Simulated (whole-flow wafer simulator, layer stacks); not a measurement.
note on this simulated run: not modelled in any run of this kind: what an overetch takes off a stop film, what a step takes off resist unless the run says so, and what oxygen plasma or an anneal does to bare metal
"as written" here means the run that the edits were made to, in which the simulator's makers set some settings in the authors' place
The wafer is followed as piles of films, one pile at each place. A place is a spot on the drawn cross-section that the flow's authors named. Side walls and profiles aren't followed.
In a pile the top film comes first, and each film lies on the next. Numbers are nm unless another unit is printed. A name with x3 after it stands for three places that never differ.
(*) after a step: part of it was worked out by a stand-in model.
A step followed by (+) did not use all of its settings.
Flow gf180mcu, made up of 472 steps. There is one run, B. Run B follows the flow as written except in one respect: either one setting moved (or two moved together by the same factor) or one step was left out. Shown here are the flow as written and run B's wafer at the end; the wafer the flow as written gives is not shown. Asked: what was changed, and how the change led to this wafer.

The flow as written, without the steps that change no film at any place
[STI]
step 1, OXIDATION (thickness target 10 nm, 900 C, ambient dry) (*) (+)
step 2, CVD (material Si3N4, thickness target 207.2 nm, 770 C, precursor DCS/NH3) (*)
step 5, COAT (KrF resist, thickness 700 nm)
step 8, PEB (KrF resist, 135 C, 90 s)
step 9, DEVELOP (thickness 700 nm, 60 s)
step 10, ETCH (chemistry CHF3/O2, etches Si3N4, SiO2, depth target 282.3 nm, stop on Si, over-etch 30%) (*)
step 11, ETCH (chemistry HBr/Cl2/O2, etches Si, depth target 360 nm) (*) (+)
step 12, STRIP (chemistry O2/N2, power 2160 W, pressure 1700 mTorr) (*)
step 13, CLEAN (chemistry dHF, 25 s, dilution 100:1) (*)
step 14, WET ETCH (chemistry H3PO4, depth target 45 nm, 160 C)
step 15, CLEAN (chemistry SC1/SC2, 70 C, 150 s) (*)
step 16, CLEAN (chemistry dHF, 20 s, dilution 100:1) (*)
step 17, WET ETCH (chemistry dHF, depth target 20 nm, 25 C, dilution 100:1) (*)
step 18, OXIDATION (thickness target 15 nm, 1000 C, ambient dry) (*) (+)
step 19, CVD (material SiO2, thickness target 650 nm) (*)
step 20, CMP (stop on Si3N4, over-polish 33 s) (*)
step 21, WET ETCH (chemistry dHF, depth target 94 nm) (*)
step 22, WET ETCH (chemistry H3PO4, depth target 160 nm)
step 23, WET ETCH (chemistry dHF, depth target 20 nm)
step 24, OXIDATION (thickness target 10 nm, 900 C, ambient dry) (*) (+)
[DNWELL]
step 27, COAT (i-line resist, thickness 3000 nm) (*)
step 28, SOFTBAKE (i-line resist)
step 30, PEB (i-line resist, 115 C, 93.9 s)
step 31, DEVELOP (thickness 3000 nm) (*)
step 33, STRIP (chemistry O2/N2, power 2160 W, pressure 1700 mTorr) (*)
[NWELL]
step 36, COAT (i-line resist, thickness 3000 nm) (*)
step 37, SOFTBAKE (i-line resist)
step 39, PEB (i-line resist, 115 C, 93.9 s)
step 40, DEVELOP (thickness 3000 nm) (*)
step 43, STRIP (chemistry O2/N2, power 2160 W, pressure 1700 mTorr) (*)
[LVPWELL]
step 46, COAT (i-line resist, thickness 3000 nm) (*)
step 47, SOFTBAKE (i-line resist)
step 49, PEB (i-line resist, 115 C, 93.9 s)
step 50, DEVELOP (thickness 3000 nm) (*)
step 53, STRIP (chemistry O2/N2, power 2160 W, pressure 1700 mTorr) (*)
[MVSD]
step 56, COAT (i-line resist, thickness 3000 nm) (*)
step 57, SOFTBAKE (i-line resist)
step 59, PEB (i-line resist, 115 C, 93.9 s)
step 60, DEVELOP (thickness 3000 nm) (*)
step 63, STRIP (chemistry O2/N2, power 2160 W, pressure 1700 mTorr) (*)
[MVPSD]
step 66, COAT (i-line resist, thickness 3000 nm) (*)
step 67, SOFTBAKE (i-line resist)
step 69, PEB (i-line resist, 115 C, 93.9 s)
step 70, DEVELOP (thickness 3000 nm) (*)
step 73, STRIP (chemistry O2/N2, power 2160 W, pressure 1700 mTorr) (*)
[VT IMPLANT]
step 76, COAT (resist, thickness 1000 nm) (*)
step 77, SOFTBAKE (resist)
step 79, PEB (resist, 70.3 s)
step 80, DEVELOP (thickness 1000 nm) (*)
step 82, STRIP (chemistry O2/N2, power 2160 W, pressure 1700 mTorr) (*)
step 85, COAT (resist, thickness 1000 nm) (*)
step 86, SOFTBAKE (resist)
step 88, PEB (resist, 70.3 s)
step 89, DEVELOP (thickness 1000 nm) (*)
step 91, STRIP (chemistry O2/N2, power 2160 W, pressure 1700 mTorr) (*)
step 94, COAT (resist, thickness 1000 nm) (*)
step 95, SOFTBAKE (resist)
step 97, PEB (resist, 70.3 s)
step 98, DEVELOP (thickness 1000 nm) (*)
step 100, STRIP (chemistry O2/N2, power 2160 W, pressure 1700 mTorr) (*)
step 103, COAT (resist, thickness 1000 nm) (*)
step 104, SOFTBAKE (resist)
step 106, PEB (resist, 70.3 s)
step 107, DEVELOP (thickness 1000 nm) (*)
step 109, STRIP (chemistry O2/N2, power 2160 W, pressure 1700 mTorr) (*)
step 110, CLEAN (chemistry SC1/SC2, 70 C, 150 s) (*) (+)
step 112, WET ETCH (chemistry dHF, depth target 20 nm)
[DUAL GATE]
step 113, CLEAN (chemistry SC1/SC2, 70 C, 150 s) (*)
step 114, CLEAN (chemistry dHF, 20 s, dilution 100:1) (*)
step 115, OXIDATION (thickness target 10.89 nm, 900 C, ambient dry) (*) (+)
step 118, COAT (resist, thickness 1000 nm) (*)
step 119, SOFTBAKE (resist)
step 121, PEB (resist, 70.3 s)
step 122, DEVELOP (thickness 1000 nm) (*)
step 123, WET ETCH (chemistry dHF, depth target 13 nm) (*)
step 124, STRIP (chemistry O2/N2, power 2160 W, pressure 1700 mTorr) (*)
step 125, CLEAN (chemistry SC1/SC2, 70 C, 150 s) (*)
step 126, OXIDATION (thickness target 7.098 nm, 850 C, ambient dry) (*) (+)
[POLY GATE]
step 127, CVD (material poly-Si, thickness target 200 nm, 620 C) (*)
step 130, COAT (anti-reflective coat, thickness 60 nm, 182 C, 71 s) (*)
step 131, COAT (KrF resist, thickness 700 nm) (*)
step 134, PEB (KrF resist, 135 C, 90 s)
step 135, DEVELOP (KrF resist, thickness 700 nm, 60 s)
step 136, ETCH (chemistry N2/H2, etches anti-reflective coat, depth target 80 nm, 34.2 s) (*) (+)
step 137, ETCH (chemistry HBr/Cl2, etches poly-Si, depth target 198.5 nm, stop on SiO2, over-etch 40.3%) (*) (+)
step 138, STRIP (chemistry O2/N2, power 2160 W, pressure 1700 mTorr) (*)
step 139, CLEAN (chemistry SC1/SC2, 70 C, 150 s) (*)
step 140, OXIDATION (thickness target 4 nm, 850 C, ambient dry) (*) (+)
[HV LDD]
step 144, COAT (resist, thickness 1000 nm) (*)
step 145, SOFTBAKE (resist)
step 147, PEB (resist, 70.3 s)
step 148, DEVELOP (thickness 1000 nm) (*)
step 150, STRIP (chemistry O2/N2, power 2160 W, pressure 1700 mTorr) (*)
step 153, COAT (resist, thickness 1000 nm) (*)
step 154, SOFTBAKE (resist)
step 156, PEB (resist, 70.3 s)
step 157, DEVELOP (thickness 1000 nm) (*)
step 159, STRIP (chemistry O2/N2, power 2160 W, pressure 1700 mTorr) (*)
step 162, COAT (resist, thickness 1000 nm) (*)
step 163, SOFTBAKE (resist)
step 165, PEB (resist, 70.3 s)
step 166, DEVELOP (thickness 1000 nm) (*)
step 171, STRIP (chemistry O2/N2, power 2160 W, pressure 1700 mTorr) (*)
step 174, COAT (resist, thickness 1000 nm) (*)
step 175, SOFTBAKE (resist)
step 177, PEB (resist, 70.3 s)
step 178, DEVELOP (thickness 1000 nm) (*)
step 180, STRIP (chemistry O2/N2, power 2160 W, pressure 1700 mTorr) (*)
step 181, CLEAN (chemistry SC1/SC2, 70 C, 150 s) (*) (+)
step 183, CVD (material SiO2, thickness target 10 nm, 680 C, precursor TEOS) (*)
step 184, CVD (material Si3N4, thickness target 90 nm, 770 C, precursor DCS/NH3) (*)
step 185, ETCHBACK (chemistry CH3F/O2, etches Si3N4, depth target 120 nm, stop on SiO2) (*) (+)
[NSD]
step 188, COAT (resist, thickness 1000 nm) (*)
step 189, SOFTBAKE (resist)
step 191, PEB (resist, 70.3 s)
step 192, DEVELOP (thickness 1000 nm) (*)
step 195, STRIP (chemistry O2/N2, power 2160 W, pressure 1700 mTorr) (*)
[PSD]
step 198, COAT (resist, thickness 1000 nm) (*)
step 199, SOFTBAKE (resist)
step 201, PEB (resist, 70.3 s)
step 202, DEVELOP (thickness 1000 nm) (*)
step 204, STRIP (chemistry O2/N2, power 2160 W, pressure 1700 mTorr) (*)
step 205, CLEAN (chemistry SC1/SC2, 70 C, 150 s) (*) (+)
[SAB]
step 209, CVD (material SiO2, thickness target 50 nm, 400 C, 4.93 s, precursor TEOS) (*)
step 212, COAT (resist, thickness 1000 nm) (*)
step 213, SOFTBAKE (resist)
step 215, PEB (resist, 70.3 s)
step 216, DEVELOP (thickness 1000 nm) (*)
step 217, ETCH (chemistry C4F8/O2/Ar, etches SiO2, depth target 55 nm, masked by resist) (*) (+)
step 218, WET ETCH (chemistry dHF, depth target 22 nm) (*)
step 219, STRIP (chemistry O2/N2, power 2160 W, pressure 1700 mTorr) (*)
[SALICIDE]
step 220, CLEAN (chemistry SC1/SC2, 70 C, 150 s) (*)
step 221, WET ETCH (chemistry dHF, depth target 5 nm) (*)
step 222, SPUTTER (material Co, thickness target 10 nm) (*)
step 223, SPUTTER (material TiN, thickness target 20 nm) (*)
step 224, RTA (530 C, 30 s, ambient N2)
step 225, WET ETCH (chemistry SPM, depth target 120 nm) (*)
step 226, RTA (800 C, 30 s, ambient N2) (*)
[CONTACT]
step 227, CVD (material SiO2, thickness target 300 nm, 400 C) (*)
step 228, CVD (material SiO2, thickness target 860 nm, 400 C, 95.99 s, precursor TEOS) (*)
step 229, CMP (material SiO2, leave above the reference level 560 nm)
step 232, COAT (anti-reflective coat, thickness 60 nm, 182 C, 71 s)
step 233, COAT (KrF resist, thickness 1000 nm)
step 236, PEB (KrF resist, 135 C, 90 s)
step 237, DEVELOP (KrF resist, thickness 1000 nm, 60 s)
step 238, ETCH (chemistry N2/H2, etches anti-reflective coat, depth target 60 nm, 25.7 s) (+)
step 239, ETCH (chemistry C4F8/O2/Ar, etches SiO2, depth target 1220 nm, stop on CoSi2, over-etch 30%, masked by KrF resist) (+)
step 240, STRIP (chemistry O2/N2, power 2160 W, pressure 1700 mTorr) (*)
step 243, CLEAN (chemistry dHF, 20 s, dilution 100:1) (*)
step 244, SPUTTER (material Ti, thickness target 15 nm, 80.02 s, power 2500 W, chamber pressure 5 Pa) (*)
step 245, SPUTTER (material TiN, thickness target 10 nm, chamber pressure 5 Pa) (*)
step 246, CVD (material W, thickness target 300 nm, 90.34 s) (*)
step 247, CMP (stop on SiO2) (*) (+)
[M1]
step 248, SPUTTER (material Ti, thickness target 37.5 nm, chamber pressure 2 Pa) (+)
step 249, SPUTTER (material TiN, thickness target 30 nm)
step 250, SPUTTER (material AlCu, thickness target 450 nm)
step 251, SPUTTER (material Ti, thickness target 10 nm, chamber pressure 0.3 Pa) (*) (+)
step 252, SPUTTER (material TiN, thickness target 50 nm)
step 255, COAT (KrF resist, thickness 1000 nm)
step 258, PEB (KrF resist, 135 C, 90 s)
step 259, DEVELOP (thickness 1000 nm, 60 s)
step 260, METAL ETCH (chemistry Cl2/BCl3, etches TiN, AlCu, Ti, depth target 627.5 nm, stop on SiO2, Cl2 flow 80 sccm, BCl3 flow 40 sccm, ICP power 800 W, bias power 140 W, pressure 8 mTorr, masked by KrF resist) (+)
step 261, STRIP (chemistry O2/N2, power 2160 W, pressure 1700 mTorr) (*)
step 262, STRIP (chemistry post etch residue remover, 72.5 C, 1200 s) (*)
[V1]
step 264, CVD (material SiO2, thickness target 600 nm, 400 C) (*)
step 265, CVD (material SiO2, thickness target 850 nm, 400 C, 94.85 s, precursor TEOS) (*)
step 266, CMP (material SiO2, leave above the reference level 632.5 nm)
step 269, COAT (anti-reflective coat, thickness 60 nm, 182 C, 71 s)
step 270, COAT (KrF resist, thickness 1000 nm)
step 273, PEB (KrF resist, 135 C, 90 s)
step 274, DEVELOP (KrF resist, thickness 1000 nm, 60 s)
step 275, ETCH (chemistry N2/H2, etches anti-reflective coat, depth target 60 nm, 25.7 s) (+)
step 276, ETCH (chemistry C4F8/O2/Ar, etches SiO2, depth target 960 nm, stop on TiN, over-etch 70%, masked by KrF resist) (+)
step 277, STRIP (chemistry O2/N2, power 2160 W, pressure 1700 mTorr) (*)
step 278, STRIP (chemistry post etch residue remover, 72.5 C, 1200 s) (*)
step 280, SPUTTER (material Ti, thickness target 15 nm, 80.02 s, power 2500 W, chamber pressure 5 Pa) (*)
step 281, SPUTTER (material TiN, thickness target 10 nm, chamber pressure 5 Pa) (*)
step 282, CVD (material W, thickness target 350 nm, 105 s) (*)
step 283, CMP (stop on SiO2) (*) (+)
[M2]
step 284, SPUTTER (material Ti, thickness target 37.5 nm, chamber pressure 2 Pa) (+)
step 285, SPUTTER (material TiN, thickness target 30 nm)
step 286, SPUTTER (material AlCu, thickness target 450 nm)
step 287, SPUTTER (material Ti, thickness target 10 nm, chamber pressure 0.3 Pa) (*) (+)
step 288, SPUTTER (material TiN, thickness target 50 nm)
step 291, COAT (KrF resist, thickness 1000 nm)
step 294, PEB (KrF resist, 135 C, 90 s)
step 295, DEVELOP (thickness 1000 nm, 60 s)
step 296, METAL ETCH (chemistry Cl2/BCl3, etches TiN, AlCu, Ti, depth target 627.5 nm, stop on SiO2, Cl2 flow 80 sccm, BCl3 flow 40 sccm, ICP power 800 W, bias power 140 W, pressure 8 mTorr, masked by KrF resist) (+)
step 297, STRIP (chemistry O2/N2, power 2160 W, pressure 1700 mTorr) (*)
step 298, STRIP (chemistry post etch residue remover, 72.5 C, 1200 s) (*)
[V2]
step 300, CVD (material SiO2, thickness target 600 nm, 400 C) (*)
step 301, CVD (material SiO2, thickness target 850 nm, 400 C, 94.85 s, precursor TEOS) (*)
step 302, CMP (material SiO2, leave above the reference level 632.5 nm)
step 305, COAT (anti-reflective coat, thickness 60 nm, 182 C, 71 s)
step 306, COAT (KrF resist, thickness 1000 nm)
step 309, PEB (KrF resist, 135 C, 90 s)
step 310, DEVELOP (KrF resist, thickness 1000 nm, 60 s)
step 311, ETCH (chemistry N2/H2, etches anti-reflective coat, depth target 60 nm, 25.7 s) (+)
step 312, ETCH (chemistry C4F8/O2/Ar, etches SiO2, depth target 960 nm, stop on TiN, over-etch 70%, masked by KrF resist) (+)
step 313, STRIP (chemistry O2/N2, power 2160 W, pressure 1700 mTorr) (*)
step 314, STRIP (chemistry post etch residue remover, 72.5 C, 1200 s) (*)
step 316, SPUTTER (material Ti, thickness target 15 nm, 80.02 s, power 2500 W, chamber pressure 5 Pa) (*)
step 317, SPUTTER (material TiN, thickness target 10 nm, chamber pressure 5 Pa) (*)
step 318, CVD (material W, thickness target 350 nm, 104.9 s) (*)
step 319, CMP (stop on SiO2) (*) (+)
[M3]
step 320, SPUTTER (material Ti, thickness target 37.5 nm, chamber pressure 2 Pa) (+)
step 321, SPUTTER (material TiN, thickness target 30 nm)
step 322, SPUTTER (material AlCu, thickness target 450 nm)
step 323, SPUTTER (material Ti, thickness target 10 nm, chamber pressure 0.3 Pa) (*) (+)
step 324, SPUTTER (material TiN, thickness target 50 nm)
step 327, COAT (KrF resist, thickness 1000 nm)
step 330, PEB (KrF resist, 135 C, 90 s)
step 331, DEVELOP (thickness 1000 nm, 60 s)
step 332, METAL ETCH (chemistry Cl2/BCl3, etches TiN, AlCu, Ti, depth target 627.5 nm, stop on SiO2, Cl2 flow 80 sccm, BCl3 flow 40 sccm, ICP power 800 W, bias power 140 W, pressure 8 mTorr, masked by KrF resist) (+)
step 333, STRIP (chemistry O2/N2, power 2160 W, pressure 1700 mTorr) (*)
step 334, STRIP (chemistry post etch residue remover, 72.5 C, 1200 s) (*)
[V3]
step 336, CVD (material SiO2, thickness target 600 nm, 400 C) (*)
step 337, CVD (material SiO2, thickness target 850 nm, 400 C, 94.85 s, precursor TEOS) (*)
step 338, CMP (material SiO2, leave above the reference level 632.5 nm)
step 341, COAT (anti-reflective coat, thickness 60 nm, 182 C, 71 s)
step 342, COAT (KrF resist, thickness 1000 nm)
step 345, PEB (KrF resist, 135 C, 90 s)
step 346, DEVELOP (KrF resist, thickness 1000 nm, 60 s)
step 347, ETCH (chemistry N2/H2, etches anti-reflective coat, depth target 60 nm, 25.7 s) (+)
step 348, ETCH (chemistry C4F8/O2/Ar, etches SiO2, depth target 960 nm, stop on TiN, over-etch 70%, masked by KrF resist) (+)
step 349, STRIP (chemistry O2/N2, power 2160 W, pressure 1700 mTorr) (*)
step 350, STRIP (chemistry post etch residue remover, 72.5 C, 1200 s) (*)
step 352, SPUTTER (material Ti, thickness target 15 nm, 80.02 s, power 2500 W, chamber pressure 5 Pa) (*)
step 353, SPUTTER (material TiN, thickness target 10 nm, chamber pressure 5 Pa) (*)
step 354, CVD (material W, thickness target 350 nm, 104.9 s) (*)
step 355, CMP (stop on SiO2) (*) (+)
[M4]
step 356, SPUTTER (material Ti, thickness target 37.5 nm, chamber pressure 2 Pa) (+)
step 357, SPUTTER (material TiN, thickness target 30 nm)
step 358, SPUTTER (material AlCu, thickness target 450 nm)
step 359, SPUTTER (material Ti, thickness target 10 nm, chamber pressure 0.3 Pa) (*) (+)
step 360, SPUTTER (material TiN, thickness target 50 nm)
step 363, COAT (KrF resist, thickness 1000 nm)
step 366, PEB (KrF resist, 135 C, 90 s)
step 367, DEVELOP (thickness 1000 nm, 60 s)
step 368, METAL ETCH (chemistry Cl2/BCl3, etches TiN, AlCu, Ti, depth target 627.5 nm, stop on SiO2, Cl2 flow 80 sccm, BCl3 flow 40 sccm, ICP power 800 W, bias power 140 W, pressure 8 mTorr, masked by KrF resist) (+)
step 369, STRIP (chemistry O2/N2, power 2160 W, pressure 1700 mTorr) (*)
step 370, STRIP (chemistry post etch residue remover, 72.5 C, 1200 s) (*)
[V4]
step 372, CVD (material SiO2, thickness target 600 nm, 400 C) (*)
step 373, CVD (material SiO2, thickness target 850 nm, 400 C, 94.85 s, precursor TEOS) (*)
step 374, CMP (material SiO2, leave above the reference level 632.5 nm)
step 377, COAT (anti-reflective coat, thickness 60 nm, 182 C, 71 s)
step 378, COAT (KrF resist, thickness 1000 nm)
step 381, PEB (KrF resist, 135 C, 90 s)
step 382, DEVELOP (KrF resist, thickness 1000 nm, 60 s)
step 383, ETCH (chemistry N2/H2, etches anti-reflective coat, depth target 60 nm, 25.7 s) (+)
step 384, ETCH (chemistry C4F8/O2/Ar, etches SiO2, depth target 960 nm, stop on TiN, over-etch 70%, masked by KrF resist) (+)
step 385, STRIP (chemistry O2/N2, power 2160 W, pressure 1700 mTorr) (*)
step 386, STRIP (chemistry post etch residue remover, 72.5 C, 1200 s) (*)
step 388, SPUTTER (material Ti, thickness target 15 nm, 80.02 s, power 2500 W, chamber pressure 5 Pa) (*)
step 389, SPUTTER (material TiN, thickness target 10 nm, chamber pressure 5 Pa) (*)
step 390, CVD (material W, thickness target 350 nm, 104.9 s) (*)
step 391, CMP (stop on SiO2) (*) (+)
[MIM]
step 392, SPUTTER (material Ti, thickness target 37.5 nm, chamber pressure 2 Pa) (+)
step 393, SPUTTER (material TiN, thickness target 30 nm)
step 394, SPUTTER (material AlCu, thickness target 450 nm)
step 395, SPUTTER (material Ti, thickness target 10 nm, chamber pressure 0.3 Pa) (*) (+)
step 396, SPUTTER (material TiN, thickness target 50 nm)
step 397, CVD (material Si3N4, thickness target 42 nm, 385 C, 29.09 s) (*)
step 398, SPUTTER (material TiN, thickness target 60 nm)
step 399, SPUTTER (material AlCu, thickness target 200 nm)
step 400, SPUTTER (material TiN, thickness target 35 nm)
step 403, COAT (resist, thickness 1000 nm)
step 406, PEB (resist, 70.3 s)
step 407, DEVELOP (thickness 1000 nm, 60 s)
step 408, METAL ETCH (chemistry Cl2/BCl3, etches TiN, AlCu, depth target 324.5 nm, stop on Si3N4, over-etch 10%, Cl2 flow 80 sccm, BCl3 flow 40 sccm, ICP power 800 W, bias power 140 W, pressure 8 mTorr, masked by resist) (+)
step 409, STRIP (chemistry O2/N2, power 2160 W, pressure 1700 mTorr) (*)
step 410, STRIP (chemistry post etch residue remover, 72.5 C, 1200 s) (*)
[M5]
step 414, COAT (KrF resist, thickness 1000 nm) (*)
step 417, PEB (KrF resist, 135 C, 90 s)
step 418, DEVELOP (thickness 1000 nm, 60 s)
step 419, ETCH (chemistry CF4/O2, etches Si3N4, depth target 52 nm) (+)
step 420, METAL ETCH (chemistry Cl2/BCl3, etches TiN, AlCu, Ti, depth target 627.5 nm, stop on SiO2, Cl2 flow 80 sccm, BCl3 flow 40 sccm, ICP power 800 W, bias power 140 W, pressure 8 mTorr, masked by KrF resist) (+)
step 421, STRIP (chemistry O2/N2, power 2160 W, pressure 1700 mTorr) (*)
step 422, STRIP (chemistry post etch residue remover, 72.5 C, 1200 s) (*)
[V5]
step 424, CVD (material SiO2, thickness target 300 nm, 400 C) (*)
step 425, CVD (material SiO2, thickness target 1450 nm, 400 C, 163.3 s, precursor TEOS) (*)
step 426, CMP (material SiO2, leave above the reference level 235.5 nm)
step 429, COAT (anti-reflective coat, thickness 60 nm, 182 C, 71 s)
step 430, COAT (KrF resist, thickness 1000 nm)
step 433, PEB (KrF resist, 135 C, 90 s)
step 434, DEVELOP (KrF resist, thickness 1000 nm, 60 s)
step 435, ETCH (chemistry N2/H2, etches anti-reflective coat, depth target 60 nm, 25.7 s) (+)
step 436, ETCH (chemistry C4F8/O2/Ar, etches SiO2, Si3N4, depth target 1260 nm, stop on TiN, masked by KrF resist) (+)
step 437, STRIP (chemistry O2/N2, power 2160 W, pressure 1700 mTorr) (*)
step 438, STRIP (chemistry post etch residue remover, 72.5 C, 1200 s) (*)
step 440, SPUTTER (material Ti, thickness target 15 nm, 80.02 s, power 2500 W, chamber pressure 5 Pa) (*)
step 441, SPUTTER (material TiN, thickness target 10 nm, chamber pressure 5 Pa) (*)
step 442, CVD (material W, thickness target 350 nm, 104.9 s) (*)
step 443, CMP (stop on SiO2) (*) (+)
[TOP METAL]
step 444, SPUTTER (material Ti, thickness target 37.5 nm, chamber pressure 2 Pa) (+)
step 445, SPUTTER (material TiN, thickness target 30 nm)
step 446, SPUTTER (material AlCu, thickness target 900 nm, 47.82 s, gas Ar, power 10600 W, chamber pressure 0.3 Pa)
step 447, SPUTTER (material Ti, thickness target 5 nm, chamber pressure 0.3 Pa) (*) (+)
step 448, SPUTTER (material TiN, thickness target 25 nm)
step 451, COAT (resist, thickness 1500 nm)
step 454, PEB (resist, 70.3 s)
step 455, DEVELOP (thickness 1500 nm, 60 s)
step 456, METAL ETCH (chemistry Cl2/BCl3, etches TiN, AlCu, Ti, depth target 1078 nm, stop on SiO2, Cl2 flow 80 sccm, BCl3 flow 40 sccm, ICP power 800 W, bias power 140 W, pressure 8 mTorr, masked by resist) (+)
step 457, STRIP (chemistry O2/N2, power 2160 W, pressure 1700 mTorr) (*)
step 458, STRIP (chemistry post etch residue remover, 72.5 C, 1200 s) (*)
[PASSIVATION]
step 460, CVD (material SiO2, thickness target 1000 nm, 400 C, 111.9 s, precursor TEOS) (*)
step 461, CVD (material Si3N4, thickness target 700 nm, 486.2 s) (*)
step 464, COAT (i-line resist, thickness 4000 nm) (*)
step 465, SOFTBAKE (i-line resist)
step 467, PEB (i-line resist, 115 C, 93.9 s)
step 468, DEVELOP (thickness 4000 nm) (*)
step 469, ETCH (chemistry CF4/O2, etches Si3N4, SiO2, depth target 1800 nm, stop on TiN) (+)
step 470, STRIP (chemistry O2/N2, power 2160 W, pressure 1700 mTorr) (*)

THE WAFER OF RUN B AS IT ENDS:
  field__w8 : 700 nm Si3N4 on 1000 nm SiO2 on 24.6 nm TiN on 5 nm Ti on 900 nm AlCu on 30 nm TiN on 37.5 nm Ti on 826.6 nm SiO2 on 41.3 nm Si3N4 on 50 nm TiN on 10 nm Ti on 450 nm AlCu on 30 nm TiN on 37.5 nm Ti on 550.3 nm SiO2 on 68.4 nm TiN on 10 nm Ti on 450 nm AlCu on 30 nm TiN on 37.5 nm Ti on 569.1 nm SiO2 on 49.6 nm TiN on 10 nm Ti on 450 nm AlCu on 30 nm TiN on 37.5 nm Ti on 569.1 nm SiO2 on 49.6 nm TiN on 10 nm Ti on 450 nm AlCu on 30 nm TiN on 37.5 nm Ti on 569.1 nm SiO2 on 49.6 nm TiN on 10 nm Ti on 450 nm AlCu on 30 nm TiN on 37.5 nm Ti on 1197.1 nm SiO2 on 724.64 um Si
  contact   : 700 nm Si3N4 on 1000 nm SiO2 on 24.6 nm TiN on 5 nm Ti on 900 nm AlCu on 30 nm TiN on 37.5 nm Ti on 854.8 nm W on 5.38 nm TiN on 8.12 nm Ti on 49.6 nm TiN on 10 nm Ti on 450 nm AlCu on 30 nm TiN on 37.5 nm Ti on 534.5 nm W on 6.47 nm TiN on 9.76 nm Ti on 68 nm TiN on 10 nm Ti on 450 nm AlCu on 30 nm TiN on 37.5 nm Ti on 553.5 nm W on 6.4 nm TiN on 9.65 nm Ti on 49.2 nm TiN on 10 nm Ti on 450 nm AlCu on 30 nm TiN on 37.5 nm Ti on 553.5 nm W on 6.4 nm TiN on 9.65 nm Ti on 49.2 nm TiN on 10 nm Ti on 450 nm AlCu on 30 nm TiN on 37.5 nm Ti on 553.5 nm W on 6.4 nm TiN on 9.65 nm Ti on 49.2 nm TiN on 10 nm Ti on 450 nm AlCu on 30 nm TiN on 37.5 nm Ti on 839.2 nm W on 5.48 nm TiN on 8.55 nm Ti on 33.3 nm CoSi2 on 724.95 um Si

What caused this: step 360, SPUTTER: thickness target 68.8 nm was run, whereas the flow has thickness target 50 nm.

The path from the change to this, step by step:
  step 360, SPUTTER (material TiN, thickness target 50 nm)
      field, field__w1, field__w2 and 108 more: +68.8 TiN (new film) (as written it would have been: +50 TiN (new film))
  step 368, METAL ETCH (chemistry Cl2/BCl3, etches TiN, AlCu, Ti, depth target 627.5 nm, stop on SiO2, Cl2 flow 80 sccm, BCl3 flow 40 sccm, ICP power 800 W, bias power 140 W, pressure 8 mTorr, masked by KrF resist) (+)
      field, field__w1, field__w2 and 103 more: -68.8 TiN (all of it), -10 Ti (all of it), -450 AlCu (all of it), -30 TiN (all of it), -37.5 Ti (all of it) (as written it would have been: -50 TiN (all of it), -10 Ti (all of it), -450 AlCu (all of it), -30 TiN (all of it), -37.5 Ti (all of it))
  step 374, CMP (material SiO2, leave above the reference level 632.5 nm)
      field__w8, contact, m1, m1__w1, m1_nw: -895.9 SiO2 (as written it would have been: -877.1 SiO2)
  step 384, ETCH (chemistry C4F8/O2/Ar, etches SiO2, depth target 960 nm, stop on TiN, over-etch 70%, masked by KrF resist) (+)
      contact: -553.7 SiO2 (all of it) (as written it would have been: -572.5 SiO2 (all of it))
  step 390, CVD (material W, thickness target 350 nm, 104.9 s) (*)
      contact: +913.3 W (new film) (as written it would have been: +932.3 W (new film))
